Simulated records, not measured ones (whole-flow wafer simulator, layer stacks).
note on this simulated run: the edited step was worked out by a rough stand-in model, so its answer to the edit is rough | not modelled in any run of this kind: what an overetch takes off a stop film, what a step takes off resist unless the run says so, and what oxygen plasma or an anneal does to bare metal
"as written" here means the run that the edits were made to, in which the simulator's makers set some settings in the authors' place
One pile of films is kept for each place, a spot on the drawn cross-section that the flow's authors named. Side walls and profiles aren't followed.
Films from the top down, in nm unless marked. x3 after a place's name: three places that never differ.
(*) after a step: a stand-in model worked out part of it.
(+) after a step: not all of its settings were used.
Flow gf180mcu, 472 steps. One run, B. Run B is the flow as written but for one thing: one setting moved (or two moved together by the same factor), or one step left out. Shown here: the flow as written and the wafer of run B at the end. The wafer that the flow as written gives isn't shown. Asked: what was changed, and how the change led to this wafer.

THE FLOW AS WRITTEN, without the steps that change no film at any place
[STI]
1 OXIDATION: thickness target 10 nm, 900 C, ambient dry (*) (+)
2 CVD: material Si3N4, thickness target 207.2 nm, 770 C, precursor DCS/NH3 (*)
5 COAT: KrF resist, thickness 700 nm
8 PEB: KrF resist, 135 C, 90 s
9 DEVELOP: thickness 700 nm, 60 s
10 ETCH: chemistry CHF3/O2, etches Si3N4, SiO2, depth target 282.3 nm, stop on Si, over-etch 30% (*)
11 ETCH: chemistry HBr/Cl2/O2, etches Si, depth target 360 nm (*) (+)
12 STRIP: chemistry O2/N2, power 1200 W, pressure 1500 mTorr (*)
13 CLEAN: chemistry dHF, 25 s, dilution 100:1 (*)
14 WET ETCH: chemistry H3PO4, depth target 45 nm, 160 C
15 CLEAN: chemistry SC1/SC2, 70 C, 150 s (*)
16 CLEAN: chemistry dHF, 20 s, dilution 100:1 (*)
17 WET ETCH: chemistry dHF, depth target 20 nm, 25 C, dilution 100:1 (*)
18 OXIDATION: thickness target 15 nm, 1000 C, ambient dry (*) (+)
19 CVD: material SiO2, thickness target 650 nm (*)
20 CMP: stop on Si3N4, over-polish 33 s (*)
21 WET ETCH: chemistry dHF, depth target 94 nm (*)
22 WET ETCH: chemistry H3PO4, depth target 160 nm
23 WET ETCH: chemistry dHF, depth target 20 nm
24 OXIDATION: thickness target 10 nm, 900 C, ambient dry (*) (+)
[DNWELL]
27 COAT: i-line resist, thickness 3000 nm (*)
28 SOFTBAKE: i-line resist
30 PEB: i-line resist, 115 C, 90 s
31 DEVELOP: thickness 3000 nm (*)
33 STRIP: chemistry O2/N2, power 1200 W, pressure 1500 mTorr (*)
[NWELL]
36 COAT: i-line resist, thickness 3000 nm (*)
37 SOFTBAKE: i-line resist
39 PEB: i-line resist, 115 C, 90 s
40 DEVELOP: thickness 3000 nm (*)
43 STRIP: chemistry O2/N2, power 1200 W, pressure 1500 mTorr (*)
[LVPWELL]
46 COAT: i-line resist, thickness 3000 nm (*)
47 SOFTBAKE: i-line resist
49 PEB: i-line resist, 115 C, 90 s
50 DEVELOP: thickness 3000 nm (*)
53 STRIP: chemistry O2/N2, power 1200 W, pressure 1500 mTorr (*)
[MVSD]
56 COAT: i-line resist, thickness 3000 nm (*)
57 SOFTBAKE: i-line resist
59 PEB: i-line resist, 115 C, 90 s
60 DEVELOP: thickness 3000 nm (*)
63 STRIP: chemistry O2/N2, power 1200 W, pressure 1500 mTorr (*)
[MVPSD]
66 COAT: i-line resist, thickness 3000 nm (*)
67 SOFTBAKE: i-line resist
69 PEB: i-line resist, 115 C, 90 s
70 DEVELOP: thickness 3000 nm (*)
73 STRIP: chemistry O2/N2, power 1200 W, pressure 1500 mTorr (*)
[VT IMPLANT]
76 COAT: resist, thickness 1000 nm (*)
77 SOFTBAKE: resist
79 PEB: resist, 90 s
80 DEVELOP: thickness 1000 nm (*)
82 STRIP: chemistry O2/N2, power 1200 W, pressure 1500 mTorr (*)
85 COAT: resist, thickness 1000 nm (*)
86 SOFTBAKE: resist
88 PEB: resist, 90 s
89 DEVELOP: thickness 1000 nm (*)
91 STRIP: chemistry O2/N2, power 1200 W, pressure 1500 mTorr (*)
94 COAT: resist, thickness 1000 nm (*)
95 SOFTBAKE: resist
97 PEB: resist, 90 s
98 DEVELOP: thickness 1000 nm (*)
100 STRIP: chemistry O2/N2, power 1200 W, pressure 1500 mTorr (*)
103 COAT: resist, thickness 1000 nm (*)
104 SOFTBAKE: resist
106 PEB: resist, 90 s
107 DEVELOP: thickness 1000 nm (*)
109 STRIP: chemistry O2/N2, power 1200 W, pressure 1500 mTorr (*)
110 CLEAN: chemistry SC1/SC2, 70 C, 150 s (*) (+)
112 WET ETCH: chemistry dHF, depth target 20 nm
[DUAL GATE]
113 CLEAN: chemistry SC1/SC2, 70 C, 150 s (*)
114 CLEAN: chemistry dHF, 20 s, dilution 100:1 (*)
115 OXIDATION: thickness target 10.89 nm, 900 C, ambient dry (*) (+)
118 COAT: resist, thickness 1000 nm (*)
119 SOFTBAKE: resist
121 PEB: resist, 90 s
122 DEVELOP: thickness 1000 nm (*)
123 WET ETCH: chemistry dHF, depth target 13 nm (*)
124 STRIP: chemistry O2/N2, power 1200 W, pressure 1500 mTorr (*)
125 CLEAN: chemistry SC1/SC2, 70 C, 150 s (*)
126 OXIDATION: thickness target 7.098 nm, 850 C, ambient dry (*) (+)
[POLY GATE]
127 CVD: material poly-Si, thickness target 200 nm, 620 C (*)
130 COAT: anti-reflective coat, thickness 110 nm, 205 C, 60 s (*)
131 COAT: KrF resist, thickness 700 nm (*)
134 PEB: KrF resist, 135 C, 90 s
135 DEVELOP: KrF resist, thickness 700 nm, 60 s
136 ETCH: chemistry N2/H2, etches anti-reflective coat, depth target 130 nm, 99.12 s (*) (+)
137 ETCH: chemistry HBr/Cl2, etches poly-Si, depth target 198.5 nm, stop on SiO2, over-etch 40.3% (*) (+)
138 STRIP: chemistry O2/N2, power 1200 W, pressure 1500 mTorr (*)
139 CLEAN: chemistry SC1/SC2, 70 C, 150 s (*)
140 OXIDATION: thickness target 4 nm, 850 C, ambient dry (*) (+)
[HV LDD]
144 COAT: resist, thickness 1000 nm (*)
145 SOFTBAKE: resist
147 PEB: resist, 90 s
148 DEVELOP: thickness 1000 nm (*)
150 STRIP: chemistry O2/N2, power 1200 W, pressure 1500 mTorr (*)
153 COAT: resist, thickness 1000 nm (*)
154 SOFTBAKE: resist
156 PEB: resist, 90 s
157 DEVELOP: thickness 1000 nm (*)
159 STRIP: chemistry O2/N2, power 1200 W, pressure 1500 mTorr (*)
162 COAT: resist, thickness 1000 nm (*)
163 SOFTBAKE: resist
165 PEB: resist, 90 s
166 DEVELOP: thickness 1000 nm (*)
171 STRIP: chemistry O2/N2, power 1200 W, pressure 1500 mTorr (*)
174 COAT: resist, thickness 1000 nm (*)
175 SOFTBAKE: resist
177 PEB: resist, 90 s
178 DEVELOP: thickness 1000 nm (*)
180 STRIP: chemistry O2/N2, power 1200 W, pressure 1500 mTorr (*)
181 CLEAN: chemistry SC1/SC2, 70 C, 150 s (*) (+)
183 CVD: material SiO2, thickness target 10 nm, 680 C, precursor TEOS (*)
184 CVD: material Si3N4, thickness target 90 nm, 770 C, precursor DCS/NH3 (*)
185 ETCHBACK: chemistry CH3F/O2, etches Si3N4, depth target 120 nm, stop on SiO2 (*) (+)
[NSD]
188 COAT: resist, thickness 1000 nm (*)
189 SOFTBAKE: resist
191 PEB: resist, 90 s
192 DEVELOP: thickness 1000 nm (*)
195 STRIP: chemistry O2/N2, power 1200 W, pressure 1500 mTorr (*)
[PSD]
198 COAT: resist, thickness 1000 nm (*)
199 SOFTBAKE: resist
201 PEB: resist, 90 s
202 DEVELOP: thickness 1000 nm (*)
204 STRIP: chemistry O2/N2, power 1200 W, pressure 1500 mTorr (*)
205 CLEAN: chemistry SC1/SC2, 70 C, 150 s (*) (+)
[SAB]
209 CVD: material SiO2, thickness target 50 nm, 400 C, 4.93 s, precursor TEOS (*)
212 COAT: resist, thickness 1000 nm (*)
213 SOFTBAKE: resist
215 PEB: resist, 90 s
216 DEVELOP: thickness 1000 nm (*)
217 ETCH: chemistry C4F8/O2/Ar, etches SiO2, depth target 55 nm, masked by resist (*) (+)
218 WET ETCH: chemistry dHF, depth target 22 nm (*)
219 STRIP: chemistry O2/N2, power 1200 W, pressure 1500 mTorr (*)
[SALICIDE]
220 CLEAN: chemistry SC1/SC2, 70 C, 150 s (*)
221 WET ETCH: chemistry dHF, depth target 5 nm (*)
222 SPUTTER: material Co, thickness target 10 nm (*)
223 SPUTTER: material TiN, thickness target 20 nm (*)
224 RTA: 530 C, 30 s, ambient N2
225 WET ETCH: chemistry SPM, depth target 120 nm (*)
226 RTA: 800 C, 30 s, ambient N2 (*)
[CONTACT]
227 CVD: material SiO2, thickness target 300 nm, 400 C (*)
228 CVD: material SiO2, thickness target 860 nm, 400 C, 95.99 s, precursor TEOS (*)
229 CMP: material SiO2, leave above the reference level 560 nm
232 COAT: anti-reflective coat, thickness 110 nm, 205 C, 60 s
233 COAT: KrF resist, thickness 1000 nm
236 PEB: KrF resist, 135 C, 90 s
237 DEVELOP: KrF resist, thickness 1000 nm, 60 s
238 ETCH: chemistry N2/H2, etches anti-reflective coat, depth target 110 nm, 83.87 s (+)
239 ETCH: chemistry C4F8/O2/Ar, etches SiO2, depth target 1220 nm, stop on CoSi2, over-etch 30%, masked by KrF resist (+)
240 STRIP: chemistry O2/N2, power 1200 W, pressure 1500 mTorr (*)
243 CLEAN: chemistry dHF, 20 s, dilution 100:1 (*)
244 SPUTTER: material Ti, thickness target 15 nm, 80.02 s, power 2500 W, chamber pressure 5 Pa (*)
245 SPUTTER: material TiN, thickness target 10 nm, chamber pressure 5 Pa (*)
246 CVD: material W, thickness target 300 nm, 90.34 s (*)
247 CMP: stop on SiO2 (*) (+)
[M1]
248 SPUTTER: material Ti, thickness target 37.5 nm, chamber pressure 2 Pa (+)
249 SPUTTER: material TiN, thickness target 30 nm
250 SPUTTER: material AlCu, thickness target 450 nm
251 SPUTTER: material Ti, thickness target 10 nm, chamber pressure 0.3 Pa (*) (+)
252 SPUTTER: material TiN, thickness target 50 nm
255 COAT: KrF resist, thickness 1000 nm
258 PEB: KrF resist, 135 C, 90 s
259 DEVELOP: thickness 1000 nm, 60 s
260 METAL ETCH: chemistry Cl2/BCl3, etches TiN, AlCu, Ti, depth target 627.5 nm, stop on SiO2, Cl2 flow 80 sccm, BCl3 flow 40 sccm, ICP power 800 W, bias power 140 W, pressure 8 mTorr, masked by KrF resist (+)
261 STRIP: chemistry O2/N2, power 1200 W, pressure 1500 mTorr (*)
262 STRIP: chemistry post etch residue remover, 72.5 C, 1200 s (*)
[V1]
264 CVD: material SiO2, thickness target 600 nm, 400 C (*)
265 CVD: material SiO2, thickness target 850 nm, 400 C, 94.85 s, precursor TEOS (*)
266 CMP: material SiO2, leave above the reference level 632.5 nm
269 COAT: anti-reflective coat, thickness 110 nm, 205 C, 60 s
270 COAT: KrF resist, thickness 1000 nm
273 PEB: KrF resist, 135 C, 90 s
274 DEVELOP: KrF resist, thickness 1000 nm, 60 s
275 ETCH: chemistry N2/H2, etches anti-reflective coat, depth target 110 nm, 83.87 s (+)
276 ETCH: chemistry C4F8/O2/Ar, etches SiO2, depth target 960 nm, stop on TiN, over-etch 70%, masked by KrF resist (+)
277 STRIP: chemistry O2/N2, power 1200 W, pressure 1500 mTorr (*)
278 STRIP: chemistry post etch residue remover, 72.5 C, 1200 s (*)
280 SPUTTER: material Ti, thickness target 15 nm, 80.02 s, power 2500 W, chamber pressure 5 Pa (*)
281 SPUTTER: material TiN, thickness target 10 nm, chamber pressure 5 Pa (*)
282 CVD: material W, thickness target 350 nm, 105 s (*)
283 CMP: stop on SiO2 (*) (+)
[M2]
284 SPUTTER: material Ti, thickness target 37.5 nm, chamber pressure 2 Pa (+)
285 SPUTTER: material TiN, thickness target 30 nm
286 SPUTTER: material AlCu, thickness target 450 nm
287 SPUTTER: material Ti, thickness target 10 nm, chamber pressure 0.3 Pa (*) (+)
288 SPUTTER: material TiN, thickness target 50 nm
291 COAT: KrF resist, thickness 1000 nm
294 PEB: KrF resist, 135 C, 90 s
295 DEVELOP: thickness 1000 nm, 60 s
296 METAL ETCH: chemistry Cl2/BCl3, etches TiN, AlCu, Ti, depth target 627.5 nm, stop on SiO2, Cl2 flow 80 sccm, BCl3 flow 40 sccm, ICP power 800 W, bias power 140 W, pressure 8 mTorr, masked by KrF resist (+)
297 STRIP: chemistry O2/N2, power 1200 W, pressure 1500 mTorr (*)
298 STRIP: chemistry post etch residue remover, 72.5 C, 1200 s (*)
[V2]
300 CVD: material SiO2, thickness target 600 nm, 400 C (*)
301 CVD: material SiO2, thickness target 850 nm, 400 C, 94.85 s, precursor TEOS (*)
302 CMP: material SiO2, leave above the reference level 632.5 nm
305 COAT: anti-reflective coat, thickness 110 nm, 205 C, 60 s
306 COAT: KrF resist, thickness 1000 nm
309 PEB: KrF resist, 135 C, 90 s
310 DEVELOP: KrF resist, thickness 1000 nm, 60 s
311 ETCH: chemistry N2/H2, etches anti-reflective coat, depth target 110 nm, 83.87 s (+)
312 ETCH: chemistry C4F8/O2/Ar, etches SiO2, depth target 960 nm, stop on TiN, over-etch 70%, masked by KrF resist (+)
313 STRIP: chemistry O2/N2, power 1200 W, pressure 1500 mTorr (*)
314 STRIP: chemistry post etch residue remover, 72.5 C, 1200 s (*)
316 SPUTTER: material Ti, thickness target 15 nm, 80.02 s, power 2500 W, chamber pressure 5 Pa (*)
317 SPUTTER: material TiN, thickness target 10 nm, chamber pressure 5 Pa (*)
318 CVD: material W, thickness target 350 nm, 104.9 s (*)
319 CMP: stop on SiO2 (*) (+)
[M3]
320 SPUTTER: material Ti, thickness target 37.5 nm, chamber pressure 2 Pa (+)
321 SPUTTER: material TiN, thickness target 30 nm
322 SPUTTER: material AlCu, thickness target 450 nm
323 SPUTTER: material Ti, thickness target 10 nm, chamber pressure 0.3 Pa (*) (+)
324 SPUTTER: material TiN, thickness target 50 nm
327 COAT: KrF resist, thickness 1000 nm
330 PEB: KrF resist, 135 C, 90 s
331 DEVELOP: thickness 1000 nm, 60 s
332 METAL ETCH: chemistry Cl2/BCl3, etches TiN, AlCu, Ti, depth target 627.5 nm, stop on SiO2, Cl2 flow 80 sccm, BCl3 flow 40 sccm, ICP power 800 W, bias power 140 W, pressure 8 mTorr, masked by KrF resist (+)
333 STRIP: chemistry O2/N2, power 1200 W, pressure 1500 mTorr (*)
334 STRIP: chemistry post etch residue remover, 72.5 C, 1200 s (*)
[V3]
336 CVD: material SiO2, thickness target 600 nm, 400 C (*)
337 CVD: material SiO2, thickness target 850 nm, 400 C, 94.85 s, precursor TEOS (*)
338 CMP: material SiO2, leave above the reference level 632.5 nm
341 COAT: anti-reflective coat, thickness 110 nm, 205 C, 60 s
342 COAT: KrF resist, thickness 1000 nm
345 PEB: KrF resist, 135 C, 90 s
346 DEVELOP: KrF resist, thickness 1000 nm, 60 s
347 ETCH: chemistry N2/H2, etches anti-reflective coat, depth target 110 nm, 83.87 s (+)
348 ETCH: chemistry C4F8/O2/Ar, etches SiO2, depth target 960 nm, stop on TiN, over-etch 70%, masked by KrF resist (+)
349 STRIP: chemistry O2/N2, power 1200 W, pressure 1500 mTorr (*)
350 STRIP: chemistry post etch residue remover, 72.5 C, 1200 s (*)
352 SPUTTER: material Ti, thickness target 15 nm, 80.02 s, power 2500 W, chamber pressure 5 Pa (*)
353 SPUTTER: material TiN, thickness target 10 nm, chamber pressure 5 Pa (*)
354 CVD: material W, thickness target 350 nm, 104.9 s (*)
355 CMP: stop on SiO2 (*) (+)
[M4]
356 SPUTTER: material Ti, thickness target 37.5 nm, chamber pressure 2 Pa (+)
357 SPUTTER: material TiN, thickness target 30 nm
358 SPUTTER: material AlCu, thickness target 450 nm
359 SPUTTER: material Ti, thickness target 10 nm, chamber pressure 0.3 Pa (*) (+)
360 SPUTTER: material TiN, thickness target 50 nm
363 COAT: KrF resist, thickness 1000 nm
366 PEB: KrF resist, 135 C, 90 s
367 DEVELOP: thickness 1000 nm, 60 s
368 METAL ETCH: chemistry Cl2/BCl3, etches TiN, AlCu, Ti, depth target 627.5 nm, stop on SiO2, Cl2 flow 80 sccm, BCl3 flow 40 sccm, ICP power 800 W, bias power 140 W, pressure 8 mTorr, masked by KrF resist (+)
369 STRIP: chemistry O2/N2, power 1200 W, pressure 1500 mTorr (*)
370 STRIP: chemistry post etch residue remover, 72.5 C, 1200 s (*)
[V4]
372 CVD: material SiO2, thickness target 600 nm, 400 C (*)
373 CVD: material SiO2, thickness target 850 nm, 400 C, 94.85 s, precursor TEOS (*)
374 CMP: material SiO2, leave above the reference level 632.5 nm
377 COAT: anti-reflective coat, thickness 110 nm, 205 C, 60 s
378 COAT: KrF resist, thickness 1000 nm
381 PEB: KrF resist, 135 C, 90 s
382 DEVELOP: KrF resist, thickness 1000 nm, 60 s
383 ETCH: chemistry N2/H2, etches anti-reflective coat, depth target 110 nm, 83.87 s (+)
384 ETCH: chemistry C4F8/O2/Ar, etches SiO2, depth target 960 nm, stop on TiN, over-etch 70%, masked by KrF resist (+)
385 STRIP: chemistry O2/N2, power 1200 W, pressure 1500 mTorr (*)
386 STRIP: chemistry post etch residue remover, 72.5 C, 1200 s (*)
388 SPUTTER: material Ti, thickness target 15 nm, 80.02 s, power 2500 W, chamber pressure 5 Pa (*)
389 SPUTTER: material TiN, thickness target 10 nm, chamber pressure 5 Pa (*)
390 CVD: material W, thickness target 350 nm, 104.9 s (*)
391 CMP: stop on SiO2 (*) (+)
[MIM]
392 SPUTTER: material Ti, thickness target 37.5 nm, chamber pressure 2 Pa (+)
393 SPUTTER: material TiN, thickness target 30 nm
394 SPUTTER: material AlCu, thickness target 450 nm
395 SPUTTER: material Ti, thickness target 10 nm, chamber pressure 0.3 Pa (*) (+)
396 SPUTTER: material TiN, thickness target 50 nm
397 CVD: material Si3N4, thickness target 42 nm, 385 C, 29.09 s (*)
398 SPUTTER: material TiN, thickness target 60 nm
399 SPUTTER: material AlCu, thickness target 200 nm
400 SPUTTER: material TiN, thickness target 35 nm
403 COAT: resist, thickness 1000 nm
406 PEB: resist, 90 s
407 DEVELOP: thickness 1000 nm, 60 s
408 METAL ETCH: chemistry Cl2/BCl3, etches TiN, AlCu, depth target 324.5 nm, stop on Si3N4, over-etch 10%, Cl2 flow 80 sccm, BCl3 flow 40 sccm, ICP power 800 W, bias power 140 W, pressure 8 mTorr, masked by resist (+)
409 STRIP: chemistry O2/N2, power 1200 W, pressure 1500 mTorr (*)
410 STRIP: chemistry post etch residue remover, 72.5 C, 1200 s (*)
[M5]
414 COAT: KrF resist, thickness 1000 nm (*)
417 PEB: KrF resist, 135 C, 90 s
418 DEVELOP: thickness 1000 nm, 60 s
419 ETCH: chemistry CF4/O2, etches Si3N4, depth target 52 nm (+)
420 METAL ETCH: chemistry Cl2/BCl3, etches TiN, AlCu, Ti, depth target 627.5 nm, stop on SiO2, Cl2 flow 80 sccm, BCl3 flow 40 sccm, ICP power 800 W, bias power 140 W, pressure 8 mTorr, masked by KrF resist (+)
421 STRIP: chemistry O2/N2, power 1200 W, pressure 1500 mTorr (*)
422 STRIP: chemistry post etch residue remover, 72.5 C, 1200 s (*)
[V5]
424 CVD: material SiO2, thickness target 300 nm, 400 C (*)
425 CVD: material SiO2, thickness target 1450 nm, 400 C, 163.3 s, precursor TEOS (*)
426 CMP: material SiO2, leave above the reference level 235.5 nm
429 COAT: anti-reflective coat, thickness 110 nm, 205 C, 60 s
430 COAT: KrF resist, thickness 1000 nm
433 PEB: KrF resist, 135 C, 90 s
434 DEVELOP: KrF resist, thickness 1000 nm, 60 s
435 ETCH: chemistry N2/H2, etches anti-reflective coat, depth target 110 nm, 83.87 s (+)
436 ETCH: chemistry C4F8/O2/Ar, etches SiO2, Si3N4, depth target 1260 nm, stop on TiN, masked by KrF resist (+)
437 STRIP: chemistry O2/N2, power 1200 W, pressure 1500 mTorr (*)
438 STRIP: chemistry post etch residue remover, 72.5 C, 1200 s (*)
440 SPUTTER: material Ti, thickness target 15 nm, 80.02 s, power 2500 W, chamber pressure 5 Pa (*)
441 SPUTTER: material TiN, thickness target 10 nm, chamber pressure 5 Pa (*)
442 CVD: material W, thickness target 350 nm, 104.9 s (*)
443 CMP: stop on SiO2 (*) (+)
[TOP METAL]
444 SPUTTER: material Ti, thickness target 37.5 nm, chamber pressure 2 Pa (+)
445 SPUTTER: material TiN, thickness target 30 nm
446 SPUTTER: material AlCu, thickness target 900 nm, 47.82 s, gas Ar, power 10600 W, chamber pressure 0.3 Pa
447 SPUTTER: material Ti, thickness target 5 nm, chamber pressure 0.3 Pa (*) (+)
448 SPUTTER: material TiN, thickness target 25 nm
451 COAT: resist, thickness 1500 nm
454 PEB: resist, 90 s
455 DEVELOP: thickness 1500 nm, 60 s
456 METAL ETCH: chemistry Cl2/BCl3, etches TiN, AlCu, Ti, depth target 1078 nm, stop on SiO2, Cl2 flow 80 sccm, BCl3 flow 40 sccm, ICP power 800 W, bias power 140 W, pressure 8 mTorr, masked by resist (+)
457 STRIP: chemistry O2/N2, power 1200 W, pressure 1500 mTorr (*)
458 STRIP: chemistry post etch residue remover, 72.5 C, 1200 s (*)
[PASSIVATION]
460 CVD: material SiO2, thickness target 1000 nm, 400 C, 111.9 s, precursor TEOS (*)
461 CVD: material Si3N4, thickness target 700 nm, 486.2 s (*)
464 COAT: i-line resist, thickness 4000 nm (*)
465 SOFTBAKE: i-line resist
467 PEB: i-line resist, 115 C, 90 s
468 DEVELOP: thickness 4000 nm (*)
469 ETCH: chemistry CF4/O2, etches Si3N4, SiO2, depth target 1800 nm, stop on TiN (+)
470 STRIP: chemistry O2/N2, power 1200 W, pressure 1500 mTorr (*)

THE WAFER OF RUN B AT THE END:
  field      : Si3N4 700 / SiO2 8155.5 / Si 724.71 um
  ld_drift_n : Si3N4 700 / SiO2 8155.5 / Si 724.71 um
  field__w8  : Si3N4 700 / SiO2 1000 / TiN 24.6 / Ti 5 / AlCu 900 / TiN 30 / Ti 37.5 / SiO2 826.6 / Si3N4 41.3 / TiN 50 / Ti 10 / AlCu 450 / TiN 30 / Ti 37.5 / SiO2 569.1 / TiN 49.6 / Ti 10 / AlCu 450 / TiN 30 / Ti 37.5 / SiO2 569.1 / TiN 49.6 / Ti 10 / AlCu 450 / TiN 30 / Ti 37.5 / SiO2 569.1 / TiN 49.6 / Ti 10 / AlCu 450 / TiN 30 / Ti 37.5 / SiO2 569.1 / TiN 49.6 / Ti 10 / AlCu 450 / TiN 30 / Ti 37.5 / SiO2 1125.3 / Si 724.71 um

The cause: step 11, ETCH: depth target 288 nm was run, where the flow has depth target 360 nm.

How the change led to this, step by step:
  11 ETCH: chemistry HBr/Cl2/O2, etches Si, depth target 360 nm (*) (+)
      active, n_well, p_well and 40 more: KrF resist -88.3 (as written it would be: KrF resist -112.3)
      field, field_sub, sti and 34 more: Si -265 (as written it would be: Si -337)
  12 STRIP: chemistry O2/N2, power 1200 W, pressure 1500 mTorr (*)
      active, n_well, p_well and 40 more: KrF resist -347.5 (all of it) (as written it would be: KrF resist -323.5 (all of it))
  19 CVD: material SiO2, thickness target 650 nm (*)
      m1, ld_fp_n, ld_drift_n and 8 more: SiO2 +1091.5 (as written it would be: SiO2 +1163.5)
  20 CMP: stop on Si3N4, over-polish 33 s (*)
      sti, mim_1p0, pad and 11 more: SiO2 -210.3 (as written it would be: SiO2 -138.3)
      nw_enc_fld, nw_enc_fld_lv: SiO2 -214.4 (as written it would be: SiO2 -142.4)
      (and at 10 more places)
  189 SOFTBAKE: resist
      field__w9: resist -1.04 (as written it would be: resist +1.85)
  199 SOFTBAKE: resist
      field__w9: resist -1.04 (as written it would be: resist +1.85)
